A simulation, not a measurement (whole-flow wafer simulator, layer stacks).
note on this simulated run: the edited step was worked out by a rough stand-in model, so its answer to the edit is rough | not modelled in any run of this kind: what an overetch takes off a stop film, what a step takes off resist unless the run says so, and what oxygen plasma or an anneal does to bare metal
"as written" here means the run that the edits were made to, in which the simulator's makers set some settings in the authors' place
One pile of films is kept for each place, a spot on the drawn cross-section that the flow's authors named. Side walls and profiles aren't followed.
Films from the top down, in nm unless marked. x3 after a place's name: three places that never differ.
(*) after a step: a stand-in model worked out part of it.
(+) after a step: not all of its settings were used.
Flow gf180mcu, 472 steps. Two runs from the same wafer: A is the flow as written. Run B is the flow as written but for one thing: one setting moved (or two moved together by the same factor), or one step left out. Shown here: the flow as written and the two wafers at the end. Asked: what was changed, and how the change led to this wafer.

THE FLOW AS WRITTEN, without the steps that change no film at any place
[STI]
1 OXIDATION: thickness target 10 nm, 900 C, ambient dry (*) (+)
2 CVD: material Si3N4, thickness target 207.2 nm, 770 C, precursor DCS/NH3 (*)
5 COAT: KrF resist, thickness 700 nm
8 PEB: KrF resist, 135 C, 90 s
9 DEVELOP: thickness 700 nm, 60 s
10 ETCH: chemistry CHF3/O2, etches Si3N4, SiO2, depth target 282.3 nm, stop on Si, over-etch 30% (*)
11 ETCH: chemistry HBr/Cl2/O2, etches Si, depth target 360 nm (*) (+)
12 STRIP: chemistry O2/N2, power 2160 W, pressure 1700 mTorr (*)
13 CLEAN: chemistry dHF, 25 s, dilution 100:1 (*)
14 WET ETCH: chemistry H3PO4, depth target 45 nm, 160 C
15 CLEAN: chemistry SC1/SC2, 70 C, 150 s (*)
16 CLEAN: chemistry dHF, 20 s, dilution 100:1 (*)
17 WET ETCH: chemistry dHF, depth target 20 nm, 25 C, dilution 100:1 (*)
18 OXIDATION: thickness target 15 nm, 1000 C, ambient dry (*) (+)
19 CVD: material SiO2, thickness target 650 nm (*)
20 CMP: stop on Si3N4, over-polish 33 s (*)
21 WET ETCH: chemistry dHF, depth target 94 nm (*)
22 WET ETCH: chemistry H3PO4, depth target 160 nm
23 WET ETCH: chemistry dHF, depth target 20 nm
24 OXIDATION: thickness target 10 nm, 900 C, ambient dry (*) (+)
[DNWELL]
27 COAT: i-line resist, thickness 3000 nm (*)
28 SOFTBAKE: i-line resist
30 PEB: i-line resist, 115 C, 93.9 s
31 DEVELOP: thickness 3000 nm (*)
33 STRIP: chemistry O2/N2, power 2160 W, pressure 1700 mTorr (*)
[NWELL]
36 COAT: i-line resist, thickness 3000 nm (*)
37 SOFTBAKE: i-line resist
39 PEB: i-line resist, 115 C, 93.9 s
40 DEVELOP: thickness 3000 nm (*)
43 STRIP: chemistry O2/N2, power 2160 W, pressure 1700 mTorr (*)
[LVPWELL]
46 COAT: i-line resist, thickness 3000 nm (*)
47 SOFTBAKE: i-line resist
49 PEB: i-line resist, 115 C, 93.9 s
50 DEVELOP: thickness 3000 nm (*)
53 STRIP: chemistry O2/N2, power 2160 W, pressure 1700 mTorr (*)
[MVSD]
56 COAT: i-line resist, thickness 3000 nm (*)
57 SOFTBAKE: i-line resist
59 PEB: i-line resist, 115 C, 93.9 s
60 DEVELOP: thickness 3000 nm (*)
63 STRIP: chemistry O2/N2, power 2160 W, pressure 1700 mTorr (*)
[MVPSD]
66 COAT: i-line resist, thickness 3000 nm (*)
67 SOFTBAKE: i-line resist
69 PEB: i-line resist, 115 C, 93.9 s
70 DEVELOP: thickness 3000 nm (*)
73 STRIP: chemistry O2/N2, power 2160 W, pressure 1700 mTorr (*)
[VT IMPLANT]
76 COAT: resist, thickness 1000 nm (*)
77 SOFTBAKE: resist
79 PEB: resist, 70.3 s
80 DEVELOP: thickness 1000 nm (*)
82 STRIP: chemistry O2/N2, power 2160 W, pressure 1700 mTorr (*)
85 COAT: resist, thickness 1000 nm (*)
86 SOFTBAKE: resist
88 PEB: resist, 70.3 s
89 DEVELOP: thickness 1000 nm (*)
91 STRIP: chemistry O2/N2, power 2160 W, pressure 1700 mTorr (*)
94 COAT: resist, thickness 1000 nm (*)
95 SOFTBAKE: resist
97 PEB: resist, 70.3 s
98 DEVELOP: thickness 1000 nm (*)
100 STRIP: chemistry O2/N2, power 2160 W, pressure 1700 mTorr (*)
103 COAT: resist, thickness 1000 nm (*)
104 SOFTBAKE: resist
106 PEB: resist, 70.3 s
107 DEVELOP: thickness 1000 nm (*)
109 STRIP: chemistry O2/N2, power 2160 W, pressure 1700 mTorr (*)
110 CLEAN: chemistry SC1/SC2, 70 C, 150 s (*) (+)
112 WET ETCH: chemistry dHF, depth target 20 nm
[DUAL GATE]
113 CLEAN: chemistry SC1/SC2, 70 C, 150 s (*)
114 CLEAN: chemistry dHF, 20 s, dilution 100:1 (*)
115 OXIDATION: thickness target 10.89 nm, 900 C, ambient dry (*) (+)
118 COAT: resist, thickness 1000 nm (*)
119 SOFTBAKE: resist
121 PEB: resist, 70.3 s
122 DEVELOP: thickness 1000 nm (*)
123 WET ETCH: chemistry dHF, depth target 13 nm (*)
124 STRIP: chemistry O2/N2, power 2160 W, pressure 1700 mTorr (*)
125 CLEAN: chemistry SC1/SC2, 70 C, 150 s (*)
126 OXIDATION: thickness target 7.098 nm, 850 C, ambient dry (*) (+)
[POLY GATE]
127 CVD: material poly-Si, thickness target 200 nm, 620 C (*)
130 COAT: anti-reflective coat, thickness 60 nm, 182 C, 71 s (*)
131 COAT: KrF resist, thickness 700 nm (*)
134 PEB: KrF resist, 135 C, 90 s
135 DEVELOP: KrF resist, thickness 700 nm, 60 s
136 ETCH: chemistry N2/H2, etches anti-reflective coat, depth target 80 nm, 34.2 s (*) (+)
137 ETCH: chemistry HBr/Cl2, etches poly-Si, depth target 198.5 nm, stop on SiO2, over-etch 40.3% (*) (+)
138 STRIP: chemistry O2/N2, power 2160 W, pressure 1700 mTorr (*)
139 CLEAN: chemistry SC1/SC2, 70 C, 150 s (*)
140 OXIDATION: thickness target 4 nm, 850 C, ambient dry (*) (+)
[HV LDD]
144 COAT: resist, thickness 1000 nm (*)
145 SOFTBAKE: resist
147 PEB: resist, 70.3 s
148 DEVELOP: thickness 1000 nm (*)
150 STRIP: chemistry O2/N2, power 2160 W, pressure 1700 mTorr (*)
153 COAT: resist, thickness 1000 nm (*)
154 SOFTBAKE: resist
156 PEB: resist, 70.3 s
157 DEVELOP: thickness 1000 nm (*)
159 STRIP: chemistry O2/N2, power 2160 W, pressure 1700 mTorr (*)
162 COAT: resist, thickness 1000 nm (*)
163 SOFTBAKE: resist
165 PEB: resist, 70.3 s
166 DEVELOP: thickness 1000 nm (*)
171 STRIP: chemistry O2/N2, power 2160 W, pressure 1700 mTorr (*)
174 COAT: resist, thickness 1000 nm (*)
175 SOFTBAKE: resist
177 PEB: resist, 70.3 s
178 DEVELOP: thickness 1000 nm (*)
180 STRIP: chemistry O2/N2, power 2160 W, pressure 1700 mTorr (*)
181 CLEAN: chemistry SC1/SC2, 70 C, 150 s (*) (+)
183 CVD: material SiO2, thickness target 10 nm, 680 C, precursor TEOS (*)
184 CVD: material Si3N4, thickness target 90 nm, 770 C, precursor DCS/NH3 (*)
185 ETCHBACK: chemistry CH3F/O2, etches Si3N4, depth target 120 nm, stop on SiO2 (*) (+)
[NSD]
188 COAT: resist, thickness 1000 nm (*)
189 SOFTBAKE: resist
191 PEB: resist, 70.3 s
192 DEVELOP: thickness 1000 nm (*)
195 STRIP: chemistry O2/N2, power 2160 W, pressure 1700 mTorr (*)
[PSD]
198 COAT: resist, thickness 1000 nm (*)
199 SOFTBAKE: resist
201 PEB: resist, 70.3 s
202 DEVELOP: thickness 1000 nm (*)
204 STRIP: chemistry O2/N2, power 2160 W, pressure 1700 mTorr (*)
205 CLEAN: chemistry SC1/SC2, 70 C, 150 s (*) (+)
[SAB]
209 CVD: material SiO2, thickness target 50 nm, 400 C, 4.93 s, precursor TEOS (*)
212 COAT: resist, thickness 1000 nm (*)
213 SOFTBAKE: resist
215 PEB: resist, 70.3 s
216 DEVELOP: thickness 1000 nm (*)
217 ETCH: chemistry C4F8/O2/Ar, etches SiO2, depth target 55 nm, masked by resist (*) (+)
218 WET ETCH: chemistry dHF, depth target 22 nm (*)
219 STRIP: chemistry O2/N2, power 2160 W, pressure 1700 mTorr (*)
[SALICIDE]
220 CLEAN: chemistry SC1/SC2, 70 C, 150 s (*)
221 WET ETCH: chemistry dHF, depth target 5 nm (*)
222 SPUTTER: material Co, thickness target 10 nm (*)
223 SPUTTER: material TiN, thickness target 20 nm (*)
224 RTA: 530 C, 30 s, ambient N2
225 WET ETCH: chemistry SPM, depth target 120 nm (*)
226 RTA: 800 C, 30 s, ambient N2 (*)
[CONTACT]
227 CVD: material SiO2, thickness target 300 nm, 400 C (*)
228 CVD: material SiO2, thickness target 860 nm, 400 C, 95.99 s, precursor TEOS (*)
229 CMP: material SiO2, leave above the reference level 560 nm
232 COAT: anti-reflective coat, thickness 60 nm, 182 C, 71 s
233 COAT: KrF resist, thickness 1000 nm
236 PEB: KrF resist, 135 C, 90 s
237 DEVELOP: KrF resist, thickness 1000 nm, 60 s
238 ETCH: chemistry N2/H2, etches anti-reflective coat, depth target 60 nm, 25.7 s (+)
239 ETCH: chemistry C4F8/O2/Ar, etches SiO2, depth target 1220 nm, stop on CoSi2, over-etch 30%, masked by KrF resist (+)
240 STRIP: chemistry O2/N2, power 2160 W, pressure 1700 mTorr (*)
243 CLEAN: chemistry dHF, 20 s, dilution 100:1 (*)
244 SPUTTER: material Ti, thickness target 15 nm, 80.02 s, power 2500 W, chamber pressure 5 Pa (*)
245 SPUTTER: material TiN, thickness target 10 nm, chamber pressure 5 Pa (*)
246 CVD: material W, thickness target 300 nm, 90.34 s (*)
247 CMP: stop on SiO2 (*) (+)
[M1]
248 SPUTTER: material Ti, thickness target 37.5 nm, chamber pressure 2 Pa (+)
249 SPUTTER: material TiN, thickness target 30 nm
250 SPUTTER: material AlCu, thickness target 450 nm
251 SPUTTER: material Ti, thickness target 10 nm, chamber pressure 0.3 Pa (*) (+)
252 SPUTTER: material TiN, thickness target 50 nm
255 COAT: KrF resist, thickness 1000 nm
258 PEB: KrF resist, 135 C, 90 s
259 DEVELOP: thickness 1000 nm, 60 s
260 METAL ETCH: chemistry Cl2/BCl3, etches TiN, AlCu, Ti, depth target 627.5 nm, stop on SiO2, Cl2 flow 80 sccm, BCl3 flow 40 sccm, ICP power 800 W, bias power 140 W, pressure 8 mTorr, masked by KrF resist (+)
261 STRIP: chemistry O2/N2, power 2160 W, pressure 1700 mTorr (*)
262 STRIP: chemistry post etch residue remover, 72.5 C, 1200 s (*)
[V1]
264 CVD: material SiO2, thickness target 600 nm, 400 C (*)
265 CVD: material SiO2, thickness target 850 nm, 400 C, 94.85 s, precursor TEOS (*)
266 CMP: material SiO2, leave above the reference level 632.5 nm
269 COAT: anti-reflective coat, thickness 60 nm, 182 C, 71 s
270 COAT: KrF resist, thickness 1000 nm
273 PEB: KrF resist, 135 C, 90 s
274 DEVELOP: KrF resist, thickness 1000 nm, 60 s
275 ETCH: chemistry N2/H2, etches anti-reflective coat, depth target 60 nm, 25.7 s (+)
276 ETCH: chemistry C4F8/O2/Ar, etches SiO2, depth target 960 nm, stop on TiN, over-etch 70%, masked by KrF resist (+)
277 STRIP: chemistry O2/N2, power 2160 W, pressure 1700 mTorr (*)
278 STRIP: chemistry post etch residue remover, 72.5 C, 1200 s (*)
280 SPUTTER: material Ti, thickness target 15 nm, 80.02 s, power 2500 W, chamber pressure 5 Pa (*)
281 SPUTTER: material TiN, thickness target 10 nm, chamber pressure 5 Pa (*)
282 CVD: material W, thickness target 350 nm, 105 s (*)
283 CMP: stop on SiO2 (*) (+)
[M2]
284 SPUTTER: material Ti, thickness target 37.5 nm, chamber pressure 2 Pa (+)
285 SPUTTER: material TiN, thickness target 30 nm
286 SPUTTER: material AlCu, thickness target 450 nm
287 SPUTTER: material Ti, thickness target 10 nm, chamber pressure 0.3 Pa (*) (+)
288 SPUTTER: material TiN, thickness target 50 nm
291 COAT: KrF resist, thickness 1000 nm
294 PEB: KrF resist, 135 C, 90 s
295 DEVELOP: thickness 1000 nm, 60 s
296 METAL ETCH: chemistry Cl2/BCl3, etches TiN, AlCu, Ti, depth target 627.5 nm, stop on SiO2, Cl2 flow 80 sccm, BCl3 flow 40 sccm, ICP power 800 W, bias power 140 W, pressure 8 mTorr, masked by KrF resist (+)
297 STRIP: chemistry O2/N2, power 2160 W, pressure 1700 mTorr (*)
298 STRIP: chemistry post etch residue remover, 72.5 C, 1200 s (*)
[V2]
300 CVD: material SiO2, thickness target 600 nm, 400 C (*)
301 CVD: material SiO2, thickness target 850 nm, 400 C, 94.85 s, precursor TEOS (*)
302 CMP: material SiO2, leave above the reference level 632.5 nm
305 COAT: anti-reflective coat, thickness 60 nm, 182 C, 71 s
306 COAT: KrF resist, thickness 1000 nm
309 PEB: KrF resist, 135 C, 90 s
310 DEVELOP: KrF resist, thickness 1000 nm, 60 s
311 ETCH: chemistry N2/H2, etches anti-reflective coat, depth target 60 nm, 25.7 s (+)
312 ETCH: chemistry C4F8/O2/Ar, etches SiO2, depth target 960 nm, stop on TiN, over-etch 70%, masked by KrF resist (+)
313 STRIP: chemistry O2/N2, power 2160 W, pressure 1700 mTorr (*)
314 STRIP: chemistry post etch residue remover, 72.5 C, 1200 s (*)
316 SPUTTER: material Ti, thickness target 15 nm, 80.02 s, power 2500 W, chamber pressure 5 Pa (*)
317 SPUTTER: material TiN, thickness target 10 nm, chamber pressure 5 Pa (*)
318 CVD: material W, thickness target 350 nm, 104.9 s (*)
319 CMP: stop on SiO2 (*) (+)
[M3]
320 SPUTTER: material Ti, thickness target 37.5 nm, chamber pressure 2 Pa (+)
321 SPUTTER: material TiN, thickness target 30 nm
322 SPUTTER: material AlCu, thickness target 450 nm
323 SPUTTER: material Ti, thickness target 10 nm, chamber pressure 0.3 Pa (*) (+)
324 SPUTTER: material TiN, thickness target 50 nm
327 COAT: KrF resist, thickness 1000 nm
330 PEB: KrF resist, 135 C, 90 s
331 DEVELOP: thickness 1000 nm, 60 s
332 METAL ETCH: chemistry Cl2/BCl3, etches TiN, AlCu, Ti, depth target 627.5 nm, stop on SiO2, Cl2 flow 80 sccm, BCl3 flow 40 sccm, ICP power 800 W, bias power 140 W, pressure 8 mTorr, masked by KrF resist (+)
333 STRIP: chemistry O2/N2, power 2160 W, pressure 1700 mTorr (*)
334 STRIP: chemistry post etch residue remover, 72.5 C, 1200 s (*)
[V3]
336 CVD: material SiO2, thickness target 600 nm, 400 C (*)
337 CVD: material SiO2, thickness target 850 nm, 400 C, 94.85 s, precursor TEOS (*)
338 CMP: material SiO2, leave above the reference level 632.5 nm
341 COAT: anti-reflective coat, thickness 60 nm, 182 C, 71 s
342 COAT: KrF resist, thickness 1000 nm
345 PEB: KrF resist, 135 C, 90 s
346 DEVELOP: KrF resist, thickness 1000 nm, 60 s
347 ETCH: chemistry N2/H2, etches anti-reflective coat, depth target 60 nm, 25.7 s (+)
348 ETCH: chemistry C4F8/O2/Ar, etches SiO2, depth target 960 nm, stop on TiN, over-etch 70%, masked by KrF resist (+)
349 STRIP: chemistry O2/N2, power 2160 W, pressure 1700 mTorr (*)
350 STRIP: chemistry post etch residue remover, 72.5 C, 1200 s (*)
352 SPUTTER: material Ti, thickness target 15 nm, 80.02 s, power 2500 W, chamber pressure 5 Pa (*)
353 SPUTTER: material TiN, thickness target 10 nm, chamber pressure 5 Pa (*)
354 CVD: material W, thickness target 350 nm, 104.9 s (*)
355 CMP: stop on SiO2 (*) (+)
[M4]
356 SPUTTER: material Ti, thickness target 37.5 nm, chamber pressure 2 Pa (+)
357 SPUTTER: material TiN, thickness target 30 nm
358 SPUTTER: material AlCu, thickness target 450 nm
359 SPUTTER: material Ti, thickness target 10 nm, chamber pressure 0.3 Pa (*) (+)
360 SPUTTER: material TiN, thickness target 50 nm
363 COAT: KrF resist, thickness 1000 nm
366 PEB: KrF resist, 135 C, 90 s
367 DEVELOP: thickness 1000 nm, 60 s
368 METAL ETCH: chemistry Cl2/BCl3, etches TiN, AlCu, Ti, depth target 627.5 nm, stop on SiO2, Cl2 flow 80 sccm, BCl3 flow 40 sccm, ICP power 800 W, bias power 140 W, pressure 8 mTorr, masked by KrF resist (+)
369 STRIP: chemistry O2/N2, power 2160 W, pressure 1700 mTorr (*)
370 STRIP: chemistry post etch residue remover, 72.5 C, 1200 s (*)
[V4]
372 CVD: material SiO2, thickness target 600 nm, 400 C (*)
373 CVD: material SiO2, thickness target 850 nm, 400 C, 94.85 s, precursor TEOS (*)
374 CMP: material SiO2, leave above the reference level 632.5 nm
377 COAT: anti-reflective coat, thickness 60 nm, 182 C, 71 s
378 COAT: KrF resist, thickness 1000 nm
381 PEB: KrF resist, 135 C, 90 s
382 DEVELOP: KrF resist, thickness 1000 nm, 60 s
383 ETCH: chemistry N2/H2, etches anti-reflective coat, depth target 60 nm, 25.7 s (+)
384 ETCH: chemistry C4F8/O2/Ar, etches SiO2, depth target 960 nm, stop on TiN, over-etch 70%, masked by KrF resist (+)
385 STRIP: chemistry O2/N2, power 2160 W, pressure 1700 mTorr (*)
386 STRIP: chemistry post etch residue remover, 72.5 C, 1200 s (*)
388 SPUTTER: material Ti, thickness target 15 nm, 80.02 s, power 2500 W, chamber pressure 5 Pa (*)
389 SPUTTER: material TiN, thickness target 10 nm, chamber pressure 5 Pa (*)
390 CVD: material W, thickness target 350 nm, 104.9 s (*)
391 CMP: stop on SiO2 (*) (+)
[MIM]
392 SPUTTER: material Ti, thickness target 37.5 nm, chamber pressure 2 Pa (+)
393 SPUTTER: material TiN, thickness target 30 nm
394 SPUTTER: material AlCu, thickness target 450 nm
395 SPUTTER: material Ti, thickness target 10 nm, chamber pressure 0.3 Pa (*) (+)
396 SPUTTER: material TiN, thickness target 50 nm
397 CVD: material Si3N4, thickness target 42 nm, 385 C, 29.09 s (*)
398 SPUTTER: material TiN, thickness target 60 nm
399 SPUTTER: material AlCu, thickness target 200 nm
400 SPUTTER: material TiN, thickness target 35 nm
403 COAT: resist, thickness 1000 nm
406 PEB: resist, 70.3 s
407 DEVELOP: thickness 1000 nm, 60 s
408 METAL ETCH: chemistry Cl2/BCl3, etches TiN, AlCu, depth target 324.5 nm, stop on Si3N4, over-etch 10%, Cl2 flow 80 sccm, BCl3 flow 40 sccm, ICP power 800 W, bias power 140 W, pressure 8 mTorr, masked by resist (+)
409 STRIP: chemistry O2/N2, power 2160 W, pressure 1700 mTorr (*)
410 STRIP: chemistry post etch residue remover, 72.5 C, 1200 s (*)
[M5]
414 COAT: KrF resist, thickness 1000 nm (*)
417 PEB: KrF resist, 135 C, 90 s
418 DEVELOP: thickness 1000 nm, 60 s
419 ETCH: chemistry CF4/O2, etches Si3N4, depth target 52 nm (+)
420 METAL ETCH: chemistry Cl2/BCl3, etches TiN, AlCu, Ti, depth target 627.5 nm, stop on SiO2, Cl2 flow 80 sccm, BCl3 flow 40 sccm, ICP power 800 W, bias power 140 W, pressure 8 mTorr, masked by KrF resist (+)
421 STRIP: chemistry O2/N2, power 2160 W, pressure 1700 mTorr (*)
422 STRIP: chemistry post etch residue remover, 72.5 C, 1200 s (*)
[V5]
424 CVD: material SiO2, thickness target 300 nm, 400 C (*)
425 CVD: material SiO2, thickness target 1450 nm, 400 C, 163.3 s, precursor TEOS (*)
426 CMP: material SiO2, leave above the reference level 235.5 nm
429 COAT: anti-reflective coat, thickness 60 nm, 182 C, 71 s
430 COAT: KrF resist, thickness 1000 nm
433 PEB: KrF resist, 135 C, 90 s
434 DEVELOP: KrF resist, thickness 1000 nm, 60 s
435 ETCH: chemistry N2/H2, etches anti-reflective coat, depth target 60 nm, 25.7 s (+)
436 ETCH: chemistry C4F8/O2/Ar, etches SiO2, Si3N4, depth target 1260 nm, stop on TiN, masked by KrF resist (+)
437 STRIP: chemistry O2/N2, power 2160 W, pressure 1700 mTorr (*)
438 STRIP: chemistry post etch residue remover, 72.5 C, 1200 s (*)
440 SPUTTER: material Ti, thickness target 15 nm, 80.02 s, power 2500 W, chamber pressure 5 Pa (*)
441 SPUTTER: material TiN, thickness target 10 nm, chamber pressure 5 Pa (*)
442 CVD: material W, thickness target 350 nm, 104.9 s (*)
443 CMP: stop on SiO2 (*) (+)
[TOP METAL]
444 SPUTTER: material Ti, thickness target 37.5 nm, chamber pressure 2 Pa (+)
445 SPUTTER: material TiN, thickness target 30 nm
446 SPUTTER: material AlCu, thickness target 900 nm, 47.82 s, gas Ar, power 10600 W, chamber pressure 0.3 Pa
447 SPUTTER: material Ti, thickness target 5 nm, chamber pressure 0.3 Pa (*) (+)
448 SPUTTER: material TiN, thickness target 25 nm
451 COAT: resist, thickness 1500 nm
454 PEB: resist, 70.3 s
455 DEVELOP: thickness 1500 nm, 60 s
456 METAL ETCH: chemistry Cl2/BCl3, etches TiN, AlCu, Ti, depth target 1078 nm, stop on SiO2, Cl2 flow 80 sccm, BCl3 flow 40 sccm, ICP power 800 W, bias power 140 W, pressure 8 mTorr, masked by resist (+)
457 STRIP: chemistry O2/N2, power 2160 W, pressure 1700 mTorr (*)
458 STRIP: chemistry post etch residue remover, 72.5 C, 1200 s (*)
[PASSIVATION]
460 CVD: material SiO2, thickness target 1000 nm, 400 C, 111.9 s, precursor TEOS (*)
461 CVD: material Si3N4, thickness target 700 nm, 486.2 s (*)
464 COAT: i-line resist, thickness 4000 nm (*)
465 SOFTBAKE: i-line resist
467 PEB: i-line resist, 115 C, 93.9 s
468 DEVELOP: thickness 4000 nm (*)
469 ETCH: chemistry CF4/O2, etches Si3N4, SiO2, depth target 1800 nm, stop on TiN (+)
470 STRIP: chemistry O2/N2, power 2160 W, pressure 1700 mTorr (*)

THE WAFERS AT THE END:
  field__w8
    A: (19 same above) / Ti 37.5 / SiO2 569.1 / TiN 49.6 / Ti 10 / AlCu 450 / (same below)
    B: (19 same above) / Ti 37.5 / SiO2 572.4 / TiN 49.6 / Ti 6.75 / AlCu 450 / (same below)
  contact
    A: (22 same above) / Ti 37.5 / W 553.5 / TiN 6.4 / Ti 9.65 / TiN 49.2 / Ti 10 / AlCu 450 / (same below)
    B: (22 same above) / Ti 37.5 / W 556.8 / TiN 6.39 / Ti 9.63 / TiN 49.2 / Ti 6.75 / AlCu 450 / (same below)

The cause: step 323, SPUTTER: thickness target 6.75 nm was run, where the flow has thickness target 10 nm.
It can be read off the wafer: field__w8 has Ti 6.75, and step 323 as written asks for 10 nm.

How the change led to this, step by step:
  323 SPUTTER: material Ti, thickness target 10 nm, chamber pressure 0.3 Pa (*) (+)
      field, field__w1, field__w2 and 108 more: A Ti +10 (new film) | B Ti +6.75 (new film)
  332 METAL ETCH: chemistry Cl2/BCl3, etches TiN, AlCu, Ti, depth target 627.5 nm, stop on SiO2, Cl2 flow 80 sccm, BCl3 flow 40 sccm, ICP power 800 W, bias power 140 W, pressure 8 mTorr, masked by KrF resist (+)
      field, field__w1, field__w2 and 103 more: A TiN -50 (all of it), Ti -10 (all of it), AlCu -450 (all of it), TiN -30 (all of it), Ti -37.5 (all of it) | B TiN -50 (all of it), Ti -6.75 (all of it), AlCu -450 (all of it), TiN -30 (all of it), Ti -37.5 (all of it)
